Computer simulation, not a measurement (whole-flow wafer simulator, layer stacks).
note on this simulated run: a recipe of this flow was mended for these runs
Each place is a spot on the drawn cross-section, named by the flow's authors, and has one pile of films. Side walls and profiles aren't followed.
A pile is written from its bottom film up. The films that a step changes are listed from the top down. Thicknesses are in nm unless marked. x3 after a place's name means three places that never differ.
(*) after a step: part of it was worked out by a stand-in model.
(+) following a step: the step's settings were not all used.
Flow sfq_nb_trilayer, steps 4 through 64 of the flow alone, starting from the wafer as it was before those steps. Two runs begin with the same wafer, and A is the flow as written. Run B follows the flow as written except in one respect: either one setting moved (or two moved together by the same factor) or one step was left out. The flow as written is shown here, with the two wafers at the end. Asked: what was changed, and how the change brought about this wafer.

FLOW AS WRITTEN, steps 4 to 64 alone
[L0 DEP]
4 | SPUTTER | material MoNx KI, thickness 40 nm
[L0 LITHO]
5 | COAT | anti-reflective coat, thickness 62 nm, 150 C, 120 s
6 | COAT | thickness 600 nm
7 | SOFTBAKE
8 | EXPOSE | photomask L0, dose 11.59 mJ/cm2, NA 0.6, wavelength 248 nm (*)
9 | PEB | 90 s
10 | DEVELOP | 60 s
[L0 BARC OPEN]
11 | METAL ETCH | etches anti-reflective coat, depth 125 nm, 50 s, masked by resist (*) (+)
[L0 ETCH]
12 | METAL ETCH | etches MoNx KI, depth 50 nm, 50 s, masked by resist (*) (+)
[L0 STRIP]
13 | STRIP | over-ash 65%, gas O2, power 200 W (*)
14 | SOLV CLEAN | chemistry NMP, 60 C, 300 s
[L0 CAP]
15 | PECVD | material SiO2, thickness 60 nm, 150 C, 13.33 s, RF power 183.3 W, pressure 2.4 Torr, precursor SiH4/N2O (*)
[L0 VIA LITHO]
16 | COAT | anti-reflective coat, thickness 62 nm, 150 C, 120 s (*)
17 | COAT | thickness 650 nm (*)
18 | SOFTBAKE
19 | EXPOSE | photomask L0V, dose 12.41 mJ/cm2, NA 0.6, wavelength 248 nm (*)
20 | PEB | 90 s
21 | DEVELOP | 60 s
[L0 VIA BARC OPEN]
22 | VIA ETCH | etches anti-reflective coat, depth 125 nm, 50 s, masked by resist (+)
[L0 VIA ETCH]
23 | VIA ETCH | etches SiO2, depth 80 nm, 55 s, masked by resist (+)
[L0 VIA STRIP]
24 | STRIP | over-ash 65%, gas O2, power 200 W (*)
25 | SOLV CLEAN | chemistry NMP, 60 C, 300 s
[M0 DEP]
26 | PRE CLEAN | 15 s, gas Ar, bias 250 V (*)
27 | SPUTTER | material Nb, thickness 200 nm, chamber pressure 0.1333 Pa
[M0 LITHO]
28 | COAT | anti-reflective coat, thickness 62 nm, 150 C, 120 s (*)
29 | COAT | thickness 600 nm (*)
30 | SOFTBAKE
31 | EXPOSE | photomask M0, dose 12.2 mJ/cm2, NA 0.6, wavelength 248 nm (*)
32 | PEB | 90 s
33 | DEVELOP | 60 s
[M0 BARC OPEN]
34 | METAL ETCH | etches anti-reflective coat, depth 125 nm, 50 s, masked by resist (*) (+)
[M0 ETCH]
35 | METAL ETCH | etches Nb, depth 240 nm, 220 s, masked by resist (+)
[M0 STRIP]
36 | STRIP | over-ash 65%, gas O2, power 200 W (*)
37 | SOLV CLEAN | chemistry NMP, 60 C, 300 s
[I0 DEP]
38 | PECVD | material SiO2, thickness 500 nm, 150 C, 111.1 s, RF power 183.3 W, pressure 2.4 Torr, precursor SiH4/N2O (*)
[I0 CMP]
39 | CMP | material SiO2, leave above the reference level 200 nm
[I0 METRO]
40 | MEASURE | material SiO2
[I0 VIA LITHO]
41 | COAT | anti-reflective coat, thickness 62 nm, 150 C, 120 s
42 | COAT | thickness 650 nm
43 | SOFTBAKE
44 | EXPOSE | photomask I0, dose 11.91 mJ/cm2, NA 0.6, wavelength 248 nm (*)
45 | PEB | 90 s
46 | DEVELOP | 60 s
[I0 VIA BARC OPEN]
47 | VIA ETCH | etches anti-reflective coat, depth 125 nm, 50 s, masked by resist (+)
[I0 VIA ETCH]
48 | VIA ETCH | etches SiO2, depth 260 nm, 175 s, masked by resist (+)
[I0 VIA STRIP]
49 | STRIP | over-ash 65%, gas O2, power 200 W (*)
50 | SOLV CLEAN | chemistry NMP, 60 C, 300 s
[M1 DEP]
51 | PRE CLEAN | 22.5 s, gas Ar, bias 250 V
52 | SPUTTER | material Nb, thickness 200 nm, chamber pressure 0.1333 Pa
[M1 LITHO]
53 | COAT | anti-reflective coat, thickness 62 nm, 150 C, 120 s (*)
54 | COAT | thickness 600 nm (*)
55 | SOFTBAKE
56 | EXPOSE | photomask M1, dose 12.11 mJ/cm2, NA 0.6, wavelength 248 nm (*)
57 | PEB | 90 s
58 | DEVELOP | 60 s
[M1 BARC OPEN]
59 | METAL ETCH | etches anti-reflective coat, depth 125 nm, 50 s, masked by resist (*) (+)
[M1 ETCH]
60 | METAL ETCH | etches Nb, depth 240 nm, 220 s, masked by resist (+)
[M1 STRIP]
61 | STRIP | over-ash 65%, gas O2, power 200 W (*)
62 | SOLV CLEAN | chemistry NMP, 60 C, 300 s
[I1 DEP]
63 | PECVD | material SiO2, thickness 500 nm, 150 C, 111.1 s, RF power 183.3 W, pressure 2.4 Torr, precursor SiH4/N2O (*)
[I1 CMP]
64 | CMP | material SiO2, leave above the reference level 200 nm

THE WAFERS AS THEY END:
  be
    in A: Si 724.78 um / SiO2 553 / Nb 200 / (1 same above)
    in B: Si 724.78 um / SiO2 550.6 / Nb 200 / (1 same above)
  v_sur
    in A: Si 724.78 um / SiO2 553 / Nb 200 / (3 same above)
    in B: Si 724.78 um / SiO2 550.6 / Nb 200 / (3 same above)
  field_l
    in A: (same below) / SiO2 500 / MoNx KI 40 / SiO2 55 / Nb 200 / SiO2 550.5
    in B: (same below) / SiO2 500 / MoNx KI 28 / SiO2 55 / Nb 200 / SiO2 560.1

The reason: step 4, SPUTTER: thickness 28 nm was run, while the flow as written has thickness 40 nm.
The wafer itself shows it: field_l has MoNx KI 28, and step 4 as written asks for 40 nm.

How this came from the change, step by step:
  4 | SPUTTER | material MoNx KI, thickness 40 nm
      field_l, v_sur, via_wl and 103 more: A MoNx KI gains 40 (new film) | B MoNx KI gains 28 (new film)
  12 | METAL ETCH | etches MoNx KI, depth 50 nm, 50 s, masked by resist (*) (+)
      v_sur, via_wl, via_w and 97 more: A MoNx KI loses 40 (all of it), SiO2 loses 2 | B MoNx KI loses 28 (all of it), SiO2 loses 4.4
  16 | COAT | anti-reflective coat, thickness 62 nm, 150 C, 120 s (*)
      l0r_line_c, l0r_line_r: A anti-reflective coat gains 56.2 (new film) | B anti-reflective coat gains 57.4 (new film)
      field_l: A anti-reflective coat gains 50 (new film) | B anti-reflective coat gains 52.5 (new film)
      (as well as at 5 more places)
  24 | STRIP | over-ash 65%, gas O2, power 200 W (*)
      field_l: A KrF-resist-other-grade loses 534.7 (all of it), anti-reflective coat loses 50 (all of it) | B KrF-resist-other-grade loses 536.5 (all of it), anti-reflective coat loses 52.5 (all of it)
      v_sur: A KrF-resist-other-grade loses 544.6 (all of it), anti-reflective coat loses 78.1 (all of it) | B KrF-resist-other-grade loses 543.8 (all of it), anti-reflective coat loses 74.6 (all of it)
      (as well as at 6 more places)
  28 | COAT | anti-reflective coat, thickness 62 nm, 150 C, 120 s (*)
      field_l: A anti-reflective coat gains 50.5 (new film) | B anti-reflective coat gains 53 (new film)
      v_sur: A anti-reflective coat gains 78.2 (new film) | B anti-reflective coat gains 74.6 (new film)
      (as well as at 4 more places)
  36 | STRIP | over-ash 65%, gas O2, power 200 W (*)
      field_l: A KrF-resist-other-grade loses 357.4 (all of it), anti-reflective coat loses 50.5 (all of it) | B KrF-resist-other-grade loses 359.1 (all of it), anti-reflective coat loses 53 (all of it)
      v_sur: A KrF-resist-other-grade loses 367.4 (all of it), anti-reflective coat loses 78.2 (all of it) | B KrF-resist-other-grade loses 366.6 (all of it), anti-reflective coat loses 74.6 (all of it)
      (as well as at 4 more places)
  39 | CMP | material SiO2, leave above the reference level 200 nm
      field_l, l0_sur, l0r_line_l, l0r_line_c, l0r_line_r: A SiO2 loses 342 | B SiO2 loses 332.4
      l0v: A SiO2 loses 277.4 | B SiO2 loses 267.8
